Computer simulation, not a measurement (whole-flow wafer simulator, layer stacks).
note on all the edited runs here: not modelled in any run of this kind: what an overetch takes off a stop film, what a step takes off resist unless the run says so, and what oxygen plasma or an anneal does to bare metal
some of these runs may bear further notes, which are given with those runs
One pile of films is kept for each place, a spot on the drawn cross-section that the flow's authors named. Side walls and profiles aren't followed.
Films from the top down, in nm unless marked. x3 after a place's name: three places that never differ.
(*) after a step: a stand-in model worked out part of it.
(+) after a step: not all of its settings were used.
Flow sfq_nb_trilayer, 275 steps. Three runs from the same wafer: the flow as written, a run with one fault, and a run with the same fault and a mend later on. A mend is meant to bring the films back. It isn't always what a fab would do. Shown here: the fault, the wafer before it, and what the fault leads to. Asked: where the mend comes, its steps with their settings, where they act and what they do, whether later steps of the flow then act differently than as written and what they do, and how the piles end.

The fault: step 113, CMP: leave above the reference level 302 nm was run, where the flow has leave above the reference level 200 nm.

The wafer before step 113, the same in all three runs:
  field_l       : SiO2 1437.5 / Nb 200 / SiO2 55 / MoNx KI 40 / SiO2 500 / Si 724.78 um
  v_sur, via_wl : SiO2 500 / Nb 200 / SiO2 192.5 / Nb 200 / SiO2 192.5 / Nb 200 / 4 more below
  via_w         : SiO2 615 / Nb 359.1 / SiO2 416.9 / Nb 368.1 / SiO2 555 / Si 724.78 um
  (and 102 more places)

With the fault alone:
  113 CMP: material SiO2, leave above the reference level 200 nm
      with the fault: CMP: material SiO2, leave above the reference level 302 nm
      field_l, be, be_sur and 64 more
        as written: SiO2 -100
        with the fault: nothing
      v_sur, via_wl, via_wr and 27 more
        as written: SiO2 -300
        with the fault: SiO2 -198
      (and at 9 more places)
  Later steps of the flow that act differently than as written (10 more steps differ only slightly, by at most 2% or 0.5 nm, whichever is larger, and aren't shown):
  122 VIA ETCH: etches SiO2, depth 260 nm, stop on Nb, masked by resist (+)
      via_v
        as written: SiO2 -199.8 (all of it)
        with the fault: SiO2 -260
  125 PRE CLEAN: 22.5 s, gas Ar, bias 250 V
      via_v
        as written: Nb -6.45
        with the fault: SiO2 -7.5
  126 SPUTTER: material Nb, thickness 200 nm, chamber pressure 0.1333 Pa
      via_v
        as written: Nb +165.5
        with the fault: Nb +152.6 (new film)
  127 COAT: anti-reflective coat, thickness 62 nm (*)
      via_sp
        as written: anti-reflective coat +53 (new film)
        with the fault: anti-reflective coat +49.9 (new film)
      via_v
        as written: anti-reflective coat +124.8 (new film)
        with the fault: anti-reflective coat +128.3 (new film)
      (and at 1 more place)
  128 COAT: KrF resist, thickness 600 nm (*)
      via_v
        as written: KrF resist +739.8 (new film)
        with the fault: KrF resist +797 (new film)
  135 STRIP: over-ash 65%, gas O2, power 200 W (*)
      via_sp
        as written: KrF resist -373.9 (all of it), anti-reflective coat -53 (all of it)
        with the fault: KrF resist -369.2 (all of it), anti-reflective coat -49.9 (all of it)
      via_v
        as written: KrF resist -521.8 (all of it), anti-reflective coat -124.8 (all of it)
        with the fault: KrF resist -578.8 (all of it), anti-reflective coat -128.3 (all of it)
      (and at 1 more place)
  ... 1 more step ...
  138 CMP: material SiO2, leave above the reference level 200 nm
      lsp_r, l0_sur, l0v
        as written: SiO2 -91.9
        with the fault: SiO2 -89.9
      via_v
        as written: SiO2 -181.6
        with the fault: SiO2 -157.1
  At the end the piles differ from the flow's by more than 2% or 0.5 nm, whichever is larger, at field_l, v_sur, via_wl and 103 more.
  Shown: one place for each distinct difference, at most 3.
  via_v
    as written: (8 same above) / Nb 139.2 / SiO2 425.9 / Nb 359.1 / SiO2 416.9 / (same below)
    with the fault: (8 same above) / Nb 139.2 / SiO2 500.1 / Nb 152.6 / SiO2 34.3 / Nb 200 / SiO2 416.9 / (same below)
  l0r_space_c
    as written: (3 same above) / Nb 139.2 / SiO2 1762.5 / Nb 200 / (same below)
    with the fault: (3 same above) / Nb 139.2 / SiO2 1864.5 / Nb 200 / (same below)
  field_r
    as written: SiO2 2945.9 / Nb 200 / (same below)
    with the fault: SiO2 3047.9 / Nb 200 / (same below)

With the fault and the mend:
  The mend comes after step 114.
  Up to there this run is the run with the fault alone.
  114a CMP: material SiO2, leave above the reference level 200 nm (the flow's step 113 once more)
      field_l, be, be_sur and 64 more
        SiO2 -100
      v_sur, via_wl, via_w and 36 more
        SiO2 -102
  No later step of the flow acts differently than as written at any place that is followed.
  At the end the piles are the same as the flow's at every place that both follow.
